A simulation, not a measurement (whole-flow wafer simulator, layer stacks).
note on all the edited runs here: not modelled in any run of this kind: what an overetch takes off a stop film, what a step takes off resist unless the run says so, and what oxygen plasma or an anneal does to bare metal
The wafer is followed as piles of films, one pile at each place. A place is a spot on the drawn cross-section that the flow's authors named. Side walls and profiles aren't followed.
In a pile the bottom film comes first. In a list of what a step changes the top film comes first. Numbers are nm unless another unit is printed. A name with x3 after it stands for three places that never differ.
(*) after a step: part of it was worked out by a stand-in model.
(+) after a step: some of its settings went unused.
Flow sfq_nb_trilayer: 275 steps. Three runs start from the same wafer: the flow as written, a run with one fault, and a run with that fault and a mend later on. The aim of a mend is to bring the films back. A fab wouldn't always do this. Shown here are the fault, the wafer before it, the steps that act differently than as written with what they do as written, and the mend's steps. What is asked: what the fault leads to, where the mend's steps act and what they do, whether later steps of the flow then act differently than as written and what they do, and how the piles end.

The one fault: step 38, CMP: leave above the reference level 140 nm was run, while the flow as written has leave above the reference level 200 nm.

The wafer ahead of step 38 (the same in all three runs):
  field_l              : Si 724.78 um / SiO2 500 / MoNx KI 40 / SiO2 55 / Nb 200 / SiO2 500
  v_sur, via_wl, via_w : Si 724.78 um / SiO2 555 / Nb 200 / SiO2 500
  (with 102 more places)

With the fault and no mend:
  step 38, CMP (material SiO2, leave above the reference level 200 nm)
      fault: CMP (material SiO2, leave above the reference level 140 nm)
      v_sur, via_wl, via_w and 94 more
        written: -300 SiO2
        fault: -360 SiO2
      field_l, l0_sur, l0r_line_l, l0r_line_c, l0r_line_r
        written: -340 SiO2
        fault: -400 SiO2
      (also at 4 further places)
  Steps further on in the flow that do not act as written (4 other steps are not shown; they differ only slightly, by no more than 2% or 0.5 nm, whichever is larger):
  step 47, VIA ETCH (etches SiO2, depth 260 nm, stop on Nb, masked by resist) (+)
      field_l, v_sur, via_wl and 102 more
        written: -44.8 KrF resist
        fault: -36.2 KrF resist
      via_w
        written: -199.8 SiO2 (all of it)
        fault: -139.8 SiO2 (all of it)
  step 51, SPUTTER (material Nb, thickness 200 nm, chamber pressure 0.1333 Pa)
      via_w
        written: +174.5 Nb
        fault: +186.7 Nb
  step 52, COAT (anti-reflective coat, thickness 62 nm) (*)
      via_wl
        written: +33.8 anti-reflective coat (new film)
        fault: +35.9 anti-reflective coat (new film)
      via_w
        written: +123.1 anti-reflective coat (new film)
        fault: +109.4 anti-reflective coat (new film)
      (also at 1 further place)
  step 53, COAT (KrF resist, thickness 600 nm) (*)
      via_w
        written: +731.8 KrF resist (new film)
        fault: +682.9 KrF resist (new film)
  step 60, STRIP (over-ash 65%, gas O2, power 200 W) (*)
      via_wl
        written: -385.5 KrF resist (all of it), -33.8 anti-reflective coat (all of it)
        fault: -390.7 KrF resist (all of it), -35.9 anti-reflective coat (all of it)
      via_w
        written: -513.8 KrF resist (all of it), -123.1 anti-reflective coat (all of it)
        fault: -465.1 KrF resist (all of it), -109.4 anti-reflective coat (all of it)
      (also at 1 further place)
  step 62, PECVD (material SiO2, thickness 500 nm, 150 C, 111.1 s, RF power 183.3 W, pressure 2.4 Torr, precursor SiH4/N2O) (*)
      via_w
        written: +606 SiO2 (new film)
        fault: +509.3 SiO2 (new film)
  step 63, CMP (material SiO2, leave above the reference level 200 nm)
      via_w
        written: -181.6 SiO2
        fault: -157.1 SiO2
  By the end, the piles at field_l, v_sur, via_wl and 102 more depart from the flow's by more than 2% or 0.5 nm, whichever is larger.
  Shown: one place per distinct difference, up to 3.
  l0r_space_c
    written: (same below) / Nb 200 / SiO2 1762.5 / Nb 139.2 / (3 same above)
    fault: (same below) / Nb 200 / SiO2 1702.5 / Nb 139.2 / (3 same above)
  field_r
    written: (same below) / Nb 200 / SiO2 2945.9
    fault: (same below) / Nb 200 / SiO2 2885.9
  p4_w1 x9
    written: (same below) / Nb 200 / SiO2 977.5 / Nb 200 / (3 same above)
    fault: (same below) / Nb 200 / SiO2 917.5 / Nb 200 / (3 same above)

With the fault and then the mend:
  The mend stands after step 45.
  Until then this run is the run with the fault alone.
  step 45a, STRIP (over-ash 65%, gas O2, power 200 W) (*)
      field_l, v_sur, via_wl and 102 more
        -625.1 KrF resist (all of it), -62 anti-reflective coat (all of it)
      via_w
        -62 anti-reflective coat (all of it)
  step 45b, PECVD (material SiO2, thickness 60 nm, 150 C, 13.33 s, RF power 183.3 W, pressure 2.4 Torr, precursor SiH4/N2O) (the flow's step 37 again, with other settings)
      field_l, v_sur, via_wl and 103 more
        +60 SiO2
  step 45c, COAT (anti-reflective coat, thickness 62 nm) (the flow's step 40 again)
      field_l, v_sur, via_wl and 103 more
        +62 anti-reflective coat (new film)
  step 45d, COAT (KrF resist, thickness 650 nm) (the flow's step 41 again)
      field_l, v_sur, via_wl and 103 more
        +650 KrF resist (new film)
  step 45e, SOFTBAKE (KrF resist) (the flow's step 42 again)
      leaves every film unchanged at each place that is followed
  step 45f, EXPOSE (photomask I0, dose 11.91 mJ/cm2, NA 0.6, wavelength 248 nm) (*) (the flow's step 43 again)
      leaves every film unchanged at each place that is followed
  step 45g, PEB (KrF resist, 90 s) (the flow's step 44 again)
      field_l, v_sur, via_wl and 103 more
        -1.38 KrF resist
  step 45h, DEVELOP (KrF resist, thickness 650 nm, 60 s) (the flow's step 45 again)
      field_l, v_sur, via_wl and 102 more
        -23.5 KrF resist
      via_w
        -648.6 KrF resist (all of it)
  Later steps of the flow that are run all act as written at every place that is followed, up to a difference of at most 2% or 0.5 nm, whichever is larger.
  At the end the piles are close to the flow's at the places that both follow, differing by at most 2% or 0.5 nm, whichever is larger.
